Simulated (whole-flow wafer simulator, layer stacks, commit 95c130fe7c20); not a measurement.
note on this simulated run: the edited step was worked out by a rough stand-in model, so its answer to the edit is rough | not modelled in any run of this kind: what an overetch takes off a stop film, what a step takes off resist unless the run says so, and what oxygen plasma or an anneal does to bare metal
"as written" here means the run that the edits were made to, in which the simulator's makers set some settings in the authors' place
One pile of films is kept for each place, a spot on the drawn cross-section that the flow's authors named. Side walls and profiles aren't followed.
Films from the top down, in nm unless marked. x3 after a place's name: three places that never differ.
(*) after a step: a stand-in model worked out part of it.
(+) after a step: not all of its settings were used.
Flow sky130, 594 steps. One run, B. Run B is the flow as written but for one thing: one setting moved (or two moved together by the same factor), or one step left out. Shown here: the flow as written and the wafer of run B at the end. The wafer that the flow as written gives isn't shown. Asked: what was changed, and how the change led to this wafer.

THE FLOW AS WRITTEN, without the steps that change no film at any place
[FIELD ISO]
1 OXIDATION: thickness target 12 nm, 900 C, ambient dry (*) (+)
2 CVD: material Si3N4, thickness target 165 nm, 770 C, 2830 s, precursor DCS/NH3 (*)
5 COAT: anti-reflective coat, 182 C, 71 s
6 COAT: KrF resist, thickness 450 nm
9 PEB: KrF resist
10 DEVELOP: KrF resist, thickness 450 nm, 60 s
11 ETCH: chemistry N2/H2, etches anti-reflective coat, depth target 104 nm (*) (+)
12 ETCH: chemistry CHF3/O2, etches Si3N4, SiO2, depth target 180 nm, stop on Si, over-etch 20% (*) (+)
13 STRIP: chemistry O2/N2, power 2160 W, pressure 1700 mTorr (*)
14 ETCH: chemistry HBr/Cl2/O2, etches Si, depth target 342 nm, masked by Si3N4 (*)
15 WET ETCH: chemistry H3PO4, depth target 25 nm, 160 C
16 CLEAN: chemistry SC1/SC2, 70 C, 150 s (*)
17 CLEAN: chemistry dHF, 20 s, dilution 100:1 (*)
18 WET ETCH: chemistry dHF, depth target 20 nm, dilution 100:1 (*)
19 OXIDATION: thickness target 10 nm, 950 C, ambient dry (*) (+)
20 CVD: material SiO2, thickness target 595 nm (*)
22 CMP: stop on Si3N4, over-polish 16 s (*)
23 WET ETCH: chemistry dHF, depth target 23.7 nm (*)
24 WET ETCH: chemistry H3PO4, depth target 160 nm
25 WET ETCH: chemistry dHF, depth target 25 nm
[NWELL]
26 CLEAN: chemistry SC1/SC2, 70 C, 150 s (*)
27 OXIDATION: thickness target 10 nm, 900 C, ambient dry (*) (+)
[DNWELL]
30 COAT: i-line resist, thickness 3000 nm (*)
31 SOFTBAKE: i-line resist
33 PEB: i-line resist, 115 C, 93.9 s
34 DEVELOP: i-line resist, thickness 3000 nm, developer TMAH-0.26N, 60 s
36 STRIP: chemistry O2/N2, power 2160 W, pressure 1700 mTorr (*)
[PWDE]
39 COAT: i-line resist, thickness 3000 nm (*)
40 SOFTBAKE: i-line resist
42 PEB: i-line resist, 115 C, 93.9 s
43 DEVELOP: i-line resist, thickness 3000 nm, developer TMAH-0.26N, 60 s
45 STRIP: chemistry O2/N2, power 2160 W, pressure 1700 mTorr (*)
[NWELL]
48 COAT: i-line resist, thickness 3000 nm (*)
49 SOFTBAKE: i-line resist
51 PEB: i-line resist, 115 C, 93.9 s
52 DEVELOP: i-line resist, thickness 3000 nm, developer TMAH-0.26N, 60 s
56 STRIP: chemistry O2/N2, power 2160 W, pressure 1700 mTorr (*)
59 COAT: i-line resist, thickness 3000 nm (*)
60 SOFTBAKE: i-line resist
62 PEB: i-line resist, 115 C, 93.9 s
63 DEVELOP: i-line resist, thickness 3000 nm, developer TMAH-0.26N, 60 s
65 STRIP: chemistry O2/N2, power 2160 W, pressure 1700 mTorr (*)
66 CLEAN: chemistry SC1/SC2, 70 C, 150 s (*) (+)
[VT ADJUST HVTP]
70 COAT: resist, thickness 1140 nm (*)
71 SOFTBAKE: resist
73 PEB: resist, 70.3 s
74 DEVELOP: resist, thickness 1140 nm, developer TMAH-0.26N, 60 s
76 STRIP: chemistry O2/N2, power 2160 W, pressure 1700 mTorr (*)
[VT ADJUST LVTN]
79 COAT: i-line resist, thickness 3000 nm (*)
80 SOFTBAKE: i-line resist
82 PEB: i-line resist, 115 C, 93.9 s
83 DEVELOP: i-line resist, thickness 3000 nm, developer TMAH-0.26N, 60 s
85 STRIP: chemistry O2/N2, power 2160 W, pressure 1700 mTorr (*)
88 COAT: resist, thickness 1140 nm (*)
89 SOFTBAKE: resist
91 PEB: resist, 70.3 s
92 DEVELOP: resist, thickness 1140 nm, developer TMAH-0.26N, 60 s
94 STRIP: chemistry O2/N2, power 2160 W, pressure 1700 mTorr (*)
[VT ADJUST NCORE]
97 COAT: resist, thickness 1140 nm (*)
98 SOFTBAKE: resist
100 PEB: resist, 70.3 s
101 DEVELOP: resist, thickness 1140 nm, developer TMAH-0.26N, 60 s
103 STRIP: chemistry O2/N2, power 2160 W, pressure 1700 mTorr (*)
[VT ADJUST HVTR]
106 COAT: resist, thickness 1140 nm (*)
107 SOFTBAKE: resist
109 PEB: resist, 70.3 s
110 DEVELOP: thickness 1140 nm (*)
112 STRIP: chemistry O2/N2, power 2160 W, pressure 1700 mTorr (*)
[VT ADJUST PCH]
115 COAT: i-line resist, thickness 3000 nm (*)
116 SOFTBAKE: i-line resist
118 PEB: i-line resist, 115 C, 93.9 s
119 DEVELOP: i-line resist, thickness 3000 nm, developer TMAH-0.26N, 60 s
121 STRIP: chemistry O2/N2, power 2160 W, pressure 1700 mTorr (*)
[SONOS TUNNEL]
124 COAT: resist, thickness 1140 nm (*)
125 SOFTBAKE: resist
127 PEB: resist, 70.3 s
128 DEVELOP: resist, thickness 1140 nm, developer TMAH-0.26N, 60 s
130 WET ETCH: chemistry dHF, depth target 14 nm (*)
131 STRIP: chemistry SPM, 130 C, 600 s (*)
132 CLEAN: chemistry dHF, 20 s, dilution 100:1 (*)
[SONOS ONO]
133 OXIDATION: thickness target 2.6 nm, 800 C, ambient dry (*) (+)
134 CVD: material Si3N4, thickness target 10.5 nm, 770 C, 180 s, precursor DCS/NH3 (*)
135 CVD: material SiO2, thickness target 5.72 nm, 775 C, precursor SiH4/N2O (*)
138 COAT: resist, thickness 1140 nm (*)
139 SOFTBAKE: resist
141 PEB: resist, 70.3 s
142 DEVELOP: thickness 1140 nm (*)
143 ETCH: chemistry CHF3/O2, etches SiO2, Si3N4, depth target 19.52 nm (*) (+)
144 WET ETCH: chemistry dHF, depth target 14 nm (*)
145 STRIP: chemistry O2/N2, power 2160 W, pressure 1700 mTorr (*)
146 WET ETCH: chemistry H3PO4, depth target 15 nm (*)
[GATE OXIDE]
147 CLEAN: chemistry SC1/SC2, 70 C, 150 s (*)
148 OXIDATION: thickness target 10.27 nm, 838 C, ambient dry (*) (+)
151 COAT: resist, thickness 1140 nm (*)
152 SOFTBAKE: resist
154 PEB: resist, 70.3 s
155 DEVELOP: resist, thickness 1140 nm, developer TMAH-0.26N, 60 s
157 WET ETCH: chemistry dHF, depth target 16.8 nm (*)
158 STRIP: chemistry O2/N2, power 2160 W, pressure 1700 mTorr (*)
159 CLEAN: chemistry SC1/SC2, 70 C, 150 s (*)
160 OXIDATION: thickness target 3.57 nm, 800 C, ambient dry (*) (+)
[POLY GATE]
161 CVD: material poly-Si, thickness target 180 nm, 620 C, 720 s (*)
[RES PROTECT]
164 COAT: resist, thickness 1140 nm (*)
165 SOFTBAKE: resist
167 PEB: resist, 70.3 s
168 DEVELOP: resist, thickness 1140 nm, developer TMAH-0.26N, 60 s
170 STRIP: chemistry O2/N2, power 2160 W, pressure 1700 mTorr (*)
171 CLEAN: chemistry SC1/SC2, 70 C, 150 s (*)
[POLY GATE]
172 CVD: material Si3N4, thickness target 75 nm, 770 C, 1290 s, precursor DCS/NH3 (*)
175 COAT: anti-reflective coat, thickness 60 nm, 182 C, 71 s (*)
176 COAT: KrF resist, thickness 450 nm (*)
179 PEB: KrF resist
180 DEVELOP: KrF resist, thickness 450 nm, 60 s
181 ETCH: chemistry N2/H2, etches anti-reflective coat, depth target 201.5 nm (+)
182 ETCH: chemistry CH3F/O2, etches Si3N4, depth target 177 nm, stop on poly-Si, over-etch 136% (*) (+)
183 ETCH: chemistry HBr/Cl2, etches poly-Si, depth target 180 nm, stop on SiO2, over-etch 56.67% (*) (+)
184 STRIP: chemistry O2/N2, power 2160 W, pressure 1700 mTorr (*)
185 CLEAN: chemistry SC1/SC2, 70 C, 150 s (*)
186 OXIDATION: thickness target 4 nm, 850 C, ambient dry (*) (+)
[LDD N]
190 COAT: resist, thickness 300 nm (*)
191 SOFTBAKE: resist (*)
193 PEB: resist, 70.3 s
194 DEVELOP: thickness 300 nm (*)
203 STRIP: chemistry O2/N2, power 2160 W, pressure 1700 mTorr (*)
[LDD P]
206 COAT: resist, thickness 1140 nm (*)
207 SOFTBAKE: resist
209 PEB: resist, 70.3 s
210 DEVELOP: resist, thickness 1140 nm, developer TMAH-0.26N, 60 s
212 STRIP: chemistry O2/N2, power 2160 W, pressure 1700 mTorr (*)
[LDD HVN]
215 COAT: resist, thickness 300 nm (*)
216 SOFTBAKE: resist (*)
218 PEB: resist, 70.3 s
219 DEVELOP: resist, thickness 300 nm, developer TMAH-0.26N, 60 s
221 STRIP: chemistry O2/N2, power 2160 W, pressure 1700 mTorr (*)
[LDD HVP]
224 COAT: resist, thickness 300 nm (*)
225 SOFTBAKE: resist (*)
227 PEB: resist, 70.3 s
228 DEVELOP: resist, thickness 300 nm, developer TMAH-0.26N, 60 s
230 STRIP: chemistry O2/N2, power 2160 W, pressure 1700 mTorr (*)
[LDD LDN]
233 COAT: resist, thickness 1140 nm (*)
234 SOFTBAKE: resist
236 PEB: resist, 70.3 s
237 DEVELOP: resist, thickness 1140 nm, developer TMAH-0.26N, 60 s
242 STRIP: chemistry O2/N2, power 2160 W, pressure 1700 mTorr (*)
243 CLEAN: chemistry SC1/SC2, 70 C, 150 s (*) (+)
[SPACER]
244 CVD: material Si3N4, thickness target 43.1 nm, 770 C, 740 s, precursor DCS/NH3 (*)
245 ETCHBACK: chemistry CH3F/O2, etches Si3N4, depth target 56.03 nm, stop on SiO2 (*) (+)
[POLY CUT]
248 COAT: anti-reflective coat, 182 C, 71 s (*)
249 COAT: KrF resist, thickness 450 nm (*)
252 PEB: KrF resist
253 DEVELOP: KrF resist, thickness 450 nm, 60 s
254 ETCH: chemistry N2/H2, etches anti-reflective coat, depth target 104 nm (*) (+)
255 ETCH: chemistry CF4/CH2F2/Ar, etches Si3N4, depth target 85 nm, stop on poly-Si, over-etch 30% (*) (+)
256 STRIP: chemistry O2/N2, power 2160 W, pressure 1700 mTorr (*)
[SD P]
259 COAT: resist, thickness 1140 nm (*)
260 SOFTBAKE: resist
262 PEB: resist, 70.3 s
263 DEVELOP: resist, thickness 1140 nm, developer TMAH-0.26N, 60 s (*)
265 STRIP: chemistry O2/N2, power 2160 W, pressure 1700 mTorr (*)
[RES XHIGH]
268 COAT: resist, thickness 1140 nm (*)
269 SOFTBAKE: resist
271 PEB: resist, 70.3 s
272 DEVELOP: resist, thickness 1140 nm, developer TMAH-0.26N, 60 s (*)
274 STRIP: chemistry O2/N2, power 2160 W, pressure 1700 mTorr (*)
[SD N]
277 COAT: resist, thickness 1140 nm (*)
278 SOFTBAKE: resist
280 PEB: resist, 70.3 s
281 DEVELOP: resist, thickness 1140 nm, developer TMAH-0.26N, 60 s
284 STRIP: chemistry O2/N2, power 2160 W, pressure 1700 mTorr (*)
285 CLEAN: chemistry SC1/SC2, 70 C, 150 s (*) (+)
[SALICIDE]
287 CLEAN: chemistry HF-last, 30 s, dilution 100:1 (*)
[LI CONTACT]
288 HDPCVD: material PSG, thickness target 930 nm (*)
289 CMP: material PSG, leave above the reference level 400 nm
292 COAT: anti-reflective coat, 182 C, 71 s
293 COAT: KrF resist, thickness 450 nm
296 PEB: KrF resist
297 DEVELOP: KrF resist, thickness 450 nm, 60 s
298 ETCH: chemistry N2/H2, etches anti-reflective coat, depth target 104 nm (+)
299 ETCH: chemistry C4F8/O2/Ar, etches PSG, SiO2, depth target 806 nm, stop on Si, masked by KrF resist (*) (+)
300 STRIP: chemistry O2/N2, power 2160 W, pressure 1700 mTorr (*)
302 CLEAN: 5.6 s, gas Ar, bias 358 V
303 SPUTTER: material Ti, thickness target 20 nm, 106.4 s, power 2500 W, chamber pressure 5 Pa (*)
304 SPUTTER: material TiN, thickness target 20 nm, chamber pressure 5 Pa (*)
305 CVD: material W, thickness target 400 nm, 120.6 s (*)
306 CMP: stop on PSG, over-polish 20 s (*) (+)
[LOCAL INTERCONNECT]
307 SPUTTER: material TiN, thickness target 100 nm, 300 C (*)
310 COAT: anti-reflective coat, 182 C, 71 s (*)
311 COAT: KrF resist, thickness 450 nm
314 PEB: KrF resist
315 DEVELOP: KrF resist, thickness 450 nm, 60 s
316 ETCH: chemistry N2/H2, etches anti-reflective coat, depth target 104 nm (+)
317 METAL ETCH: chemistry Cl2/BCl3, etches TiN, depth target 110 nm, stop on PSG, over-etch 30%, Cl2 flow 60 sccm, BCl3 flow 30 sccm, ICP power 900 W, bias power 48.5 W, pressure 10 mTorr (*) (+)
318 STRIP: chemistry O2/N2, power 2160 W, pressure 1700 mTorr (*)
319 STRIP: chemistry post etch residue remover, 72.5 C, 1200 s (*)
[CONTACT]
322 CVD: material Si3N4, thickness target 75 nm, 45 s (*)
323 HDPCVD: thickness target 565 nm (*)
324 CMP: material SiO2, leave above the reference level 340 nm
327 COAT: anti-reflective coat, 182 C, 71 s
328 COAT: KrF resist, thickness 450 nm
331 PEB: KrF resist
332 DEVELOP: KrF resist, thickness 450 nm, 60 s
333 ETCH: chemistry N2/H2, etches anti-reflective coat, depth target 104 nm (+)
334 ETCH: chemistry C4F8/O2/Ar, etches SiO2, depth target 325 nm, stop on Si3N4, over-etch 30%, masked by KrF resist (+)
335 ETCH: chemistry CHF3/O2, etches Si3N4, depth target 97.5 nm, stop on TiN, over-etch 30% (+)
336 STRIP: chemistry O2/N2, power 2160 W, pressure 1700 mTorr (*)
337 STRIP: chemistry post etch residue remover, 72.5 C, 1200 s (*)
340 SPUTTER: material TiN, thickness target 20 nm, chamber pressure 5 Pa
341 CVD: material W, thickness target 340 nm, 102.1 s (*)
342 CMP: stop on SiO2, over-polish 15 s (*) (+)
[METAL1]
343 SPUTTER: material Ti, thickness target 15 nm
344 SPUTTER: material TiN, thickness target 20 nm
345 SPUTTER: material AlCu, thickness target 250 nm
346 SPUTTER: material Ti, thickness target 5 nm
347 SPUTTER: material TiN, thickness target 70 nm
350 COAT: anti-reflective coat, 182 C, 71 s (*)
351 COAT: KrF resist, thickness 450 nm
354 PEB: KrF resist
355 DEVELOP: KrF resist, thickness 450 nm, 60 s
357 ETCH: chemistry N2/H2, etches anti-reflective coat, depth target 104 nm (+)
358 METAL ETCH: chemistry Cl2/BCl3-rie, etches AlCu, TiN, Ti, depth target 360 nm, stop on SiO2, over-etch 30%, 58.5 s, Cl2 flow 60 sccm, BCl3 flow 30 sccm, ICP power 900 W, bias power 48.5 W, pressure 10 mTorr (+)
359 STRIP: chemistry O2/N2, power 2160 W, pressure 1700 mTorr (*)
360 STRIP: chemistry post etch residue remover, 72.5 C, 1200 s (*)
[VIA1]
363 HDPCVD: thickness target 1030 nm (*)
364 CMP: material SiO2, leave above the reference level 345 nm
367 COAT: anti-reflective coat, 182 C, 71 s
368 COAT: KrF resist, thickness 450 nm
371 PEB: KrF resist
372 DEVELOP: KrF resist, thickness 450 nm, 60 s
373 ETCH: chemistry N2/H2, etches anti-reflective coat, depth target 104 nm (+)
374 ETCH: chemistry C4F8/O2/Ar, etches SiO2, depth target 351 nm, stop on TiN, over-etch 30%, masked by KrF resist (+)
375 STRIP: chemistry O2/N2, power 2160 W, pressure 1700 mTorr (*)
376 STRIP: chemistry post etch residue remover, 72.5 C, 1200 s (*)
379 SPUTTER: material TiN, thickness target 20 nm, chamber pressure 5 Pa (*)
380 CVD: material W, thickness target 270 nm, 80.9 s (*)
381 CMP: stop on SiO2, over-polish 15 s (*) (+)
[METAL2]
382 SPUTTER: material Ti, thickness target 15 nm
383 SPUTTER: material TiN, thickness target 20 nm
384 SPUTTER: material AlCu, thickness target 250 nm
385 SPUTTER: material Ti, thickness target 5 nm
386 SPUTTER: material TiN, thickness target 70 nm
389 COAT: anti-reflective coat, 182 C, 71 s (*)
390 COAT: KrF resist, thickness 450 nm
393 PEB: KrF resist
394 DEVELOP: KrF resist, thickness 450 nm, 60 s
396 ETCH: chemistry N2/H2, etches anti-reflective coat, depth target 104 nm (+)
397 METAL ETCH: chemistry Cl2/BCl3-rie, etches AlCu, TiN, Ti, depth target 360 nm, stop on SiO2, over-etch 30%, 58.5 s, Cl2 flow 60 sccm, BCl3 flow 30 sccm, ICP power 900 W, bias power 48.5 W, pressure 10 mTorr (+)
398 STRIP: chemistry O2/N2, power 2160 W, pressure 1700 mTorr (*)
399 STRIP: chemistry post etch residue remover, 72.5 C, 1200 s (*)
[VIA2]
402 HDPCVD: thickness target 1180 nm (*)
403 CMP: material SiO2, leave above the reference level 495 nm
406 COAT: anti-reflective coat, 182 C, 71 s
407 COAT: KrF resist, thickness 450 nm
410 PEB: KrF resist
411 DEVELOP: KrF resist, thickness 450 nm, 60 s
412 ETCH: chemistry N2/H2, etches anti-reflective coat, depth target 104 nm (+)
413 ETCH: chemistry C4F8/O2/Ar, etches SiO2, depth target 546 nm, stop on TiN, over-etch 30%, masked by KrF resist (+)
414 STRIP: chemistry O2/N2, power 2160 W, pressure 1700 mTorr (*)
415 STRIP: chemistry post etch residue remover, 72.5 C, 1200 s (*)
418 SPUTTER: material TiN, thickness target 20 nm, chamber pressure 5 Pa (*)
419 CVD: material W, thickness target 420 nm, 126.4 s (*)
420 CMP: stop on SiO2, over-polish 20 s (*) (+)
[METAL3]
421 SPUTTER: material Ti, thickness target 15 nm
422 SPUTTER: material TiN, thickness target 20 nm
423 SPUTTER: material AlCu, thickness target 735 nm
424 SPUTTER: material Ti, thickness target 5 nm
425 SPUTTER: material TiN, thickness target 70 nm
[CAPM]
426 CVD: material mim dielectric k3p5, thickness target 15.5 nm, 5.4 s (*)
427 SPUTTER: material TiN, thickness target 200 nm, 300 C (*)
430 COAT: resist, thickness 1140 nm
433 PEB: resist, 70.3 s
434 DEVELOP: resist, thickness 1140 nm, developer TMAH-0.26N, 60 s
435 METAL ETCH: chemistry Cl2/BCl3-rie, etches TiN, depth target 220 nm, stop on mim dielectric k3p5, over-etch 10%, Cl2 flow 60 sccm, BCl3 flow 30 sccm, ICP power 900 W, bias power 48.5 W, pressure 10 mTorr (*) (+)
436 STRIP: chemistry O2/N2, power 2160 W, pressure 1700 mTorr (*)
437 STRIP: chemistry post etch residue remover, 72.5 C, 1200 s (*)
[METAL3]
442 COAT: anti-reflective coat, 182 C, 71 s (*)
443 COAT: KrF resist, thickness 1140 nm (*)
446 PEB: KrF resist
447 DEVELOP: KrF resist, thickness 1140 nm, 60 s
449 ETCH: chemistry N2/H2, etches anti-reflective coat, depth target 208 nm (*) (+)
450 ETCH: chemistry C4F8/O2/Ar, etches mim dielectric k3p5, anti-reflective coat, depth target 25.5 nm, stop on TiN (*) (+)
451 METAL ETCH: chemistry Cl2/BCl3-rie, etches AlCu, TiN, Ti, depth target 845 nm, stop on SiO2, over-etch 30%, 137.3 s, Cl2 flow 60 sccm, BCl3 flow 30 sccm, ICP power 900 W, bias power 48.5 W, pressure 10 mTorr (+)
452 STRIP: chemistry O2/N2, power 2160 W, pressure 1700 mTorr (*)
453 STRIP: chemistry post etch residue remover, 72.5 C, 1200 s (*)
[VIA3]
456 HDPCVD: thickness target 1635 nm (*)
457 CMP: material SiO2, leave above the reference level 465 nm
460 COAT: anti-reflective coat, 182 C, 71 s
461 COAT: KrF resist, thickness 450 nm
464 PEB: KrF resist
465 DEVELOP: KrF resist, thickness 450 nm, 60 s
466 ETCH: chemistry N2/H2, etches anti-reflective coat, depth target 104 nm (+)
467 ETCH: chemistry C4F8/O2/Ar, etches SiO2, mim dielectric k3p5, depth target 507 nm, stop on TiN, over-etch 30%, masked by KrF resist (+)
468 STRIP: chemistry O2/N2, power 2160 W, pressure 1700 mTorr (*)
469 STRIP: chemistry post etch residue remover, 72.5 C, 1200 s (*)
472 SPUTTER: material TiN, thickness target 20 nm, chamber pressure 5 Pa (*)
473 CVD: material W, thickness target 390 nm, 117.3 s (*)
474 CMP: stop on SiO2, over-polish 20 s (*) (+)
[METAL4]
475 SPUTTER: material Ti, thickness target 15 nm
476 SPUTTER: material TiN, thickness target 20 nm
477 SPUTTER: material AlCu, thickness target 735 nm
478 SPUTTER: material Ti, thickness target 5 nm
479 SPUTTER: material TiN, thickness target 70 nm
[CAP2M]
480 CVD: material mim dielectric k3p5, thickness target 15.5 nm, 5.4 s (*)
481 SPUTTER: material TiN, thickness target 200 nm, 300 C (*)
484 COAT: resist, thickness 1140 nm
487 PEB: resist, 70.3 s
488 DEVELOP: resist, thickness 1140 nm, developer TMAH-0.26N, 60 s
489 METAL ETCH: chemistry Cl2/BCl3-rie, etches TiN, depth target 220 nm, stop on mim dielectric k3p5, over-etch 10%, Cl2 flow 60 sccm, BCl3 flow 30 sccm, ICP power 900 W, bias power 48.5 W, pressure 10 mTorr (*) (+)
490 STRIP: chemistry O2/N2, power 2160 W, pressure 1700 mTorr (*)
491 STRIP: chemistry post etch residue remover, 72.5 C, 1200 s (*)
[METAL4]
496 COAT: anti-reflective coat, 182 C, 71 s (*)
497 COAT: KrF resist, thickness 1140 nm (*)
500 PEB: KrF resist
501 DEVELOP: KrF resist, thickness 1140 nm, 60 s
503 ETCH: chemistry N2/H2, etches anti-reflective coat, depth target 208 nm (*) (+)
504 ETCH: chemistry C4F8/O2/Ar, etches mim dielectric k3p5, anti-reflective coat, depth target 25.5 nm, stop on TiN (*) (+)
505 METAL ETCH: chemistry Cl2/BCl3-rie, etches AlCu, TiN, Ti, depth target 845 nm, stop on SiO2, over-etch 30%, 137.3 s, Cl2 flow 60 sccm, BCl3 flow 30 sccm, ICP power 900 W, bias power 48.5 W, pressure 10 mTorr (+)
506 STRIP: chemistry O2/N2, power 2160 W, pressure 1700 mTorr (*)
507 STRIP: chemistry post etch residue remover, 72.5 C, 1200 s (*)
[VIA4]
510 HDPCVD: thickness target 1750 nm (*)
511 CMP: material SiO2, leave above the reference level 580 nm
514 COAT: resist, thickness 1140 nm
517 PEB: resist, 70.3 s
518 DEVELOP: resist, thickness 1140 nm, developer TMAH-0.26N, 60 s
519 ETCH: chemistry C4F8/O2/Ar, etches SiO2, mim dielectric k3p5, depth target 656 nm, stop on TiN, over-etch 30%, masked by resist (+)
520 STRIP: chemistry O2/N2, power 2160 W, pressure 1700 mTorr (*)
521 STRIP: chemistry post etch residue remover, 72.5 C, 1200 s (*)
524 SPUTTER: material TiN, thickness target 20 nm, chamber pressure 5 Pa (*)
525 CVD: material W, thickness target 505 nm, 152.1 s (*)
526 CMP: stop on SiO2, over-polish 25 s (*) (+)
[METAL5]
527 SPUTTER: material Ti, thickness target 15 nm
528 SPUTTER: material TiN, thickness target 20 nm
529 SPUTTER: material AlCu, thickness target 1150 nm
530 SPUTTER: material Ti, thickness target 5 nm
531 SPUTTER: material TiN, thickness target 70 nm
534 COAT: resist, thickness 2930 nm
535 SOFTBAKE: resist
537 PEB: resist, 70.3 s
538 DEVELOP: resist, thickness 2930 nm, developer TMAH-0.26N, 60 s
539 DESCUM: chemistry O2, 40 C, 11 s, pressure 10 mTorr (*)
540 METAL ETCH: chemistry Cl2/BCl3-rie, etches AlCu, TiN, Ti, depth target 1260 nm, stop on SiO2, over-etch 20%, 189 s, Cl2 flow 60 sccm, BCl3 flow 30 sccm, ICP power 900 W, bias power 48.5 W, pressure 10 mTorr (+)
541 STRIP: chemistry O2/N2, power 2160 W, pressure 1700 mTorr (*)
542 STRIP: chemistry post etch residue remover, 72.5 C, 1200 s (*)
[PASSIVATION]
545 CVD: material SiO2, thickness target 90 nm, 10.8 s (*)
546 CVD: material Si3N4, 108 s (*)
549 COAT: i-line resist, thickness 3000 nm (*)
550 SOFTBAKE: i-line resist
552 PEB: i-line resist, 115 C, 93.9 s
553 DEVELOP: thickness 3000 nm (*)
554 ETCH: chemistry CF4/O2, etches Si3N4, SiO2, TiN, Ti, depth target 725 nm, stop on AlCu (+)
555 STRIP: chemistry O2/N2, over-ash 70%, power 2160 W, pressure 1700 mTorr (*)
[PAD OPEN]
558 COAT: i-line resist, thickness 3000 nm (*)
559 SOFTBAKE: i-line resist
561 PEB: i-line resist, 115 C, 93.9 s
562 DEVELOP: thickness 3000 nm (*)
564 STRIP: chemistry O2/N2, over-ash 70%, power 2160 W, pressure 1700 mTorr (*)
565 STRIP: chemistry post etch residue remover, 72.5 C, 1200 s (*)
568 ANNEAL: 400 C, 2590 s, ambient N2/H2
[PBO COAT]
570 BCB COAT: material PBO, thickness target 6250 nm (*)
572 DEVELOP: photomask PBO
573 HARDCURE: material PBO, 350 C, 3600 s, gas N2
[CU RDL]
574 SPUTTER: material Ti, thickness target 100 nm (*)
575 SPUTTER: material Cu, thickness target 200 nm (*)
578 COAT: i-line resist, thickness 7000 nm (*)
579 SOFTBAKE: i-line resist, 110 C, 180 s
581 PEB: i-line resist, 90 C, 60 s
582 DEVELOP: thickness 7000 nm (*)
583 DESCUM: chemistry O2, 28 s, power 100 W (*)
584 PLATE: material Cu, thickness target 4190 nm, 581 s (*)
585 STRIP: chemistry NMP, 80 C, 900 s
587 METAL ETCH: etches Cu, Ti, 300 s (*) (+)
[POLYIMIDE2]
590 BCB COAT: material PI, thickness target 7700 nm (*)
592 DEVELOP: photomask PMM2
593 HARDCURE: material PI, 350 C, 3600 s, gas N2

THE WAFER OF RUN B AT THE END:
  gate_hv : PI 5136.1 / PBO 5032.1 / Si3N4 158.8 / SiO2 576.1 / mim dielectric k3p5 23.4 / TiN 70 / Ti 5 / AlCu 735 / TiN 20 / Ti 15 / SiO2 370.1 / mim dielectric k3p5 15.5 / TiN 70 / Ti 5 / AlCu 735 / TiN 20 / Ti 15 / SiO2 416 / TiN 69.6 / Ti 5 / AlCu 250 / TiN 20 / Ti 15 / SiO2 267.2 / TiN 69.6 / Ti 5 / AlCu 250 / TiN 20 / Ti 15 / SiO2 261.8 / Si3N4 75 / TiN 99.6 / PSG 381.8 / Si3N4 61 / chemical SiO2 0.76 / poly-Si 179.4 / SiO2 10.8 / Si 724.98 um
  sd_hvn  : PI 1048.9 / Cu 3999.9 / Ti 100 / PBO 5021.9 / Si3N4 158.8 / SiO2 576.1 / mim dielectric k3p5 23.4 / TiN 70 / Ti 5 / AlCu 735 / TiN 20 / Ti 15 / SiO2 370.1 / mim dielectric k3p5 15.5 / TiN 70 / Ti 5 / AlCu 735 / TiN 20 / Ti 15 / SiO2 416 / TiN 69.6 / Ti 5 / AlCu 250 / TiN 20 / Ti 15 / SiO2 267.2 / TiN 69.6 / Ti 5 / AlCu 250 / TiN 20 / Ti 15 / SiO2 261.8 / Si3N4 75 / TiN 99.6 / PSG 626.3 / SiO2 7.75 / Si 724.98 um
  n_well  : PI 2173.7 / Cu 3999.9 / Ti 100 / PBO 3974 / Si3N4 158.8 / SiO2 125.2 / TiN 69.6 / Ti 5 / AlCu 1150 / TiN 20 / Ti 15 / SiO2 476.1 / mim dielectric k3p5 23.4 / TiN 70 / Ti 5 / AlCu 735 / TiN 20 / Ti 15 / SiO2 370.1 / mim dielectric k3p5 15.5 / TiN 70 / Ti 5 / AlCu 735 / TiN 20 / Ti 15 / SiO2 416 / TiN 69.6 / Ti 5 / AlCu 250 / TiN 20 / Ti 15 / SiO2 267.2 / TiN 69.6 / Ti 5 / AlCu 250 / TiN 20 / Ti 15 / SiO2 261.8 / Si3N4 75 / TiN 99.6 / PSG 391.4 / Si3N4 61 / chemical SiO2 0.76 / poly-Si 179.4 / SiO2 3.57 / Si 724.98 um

The cause: step 480, CVD: thickness target 23.4 nm was run, where the flow has thickness target 15.5 nm; step 480, CVD: 8.15 s was run, where the flow has 5.4 s.
It can be read off the wafer: gate_hv has mim dielectric k3p5 23.4, and step 480 as written asks for 15.5 nm.

How the change led to this, step by step:
  480 CVD: material mim dielectric k3p5, thickness target 15.5 nm, 5.4 s (*)
      field, active, n_well and 189 more: mim dielectric k3p5 +23.4 (new film) (as written it would be: mim dielectric k3p5 +15.5 (new film))
  504 ETCH: chemistry C4F8/O2/Ar, etches mim dielectric k3p5, anti-reflective coat, depth target 25.5 nm, stop on TiN (*) (+)
      n_well, p_well, gate_hv and 102 more: KrF resist -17 (as written it would be: KrF resist -15.5)
      field, active, gate and 85 more: mim dielectric k3p5 -23.4 (all of it) (as written it would be: mim dielectric k3p5 -15.5 (all of it))
  519 ETCH: chemistry C4F8/O2/Ar, etches SiO2, mim dielectric k3p5, depth target 656 nm, stop on TiN, over-etch 30%, masked by resist (+)
      m1: SiO2 -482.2 (all of it), mim dielectric k3p5 -23.4 (all of it) (as written it would be: SiO2 -490.1 (all of it), mim dielectric k3p5 -15.5 (all of it))
      via4_hole: SiO2 -481.6 (all of it), mim dielectric k3p5 -23.4 (all of it) (as written it would be: SiO2 -489.5 (all of it), mim dielectric k3p5 -15.5 (all of it))
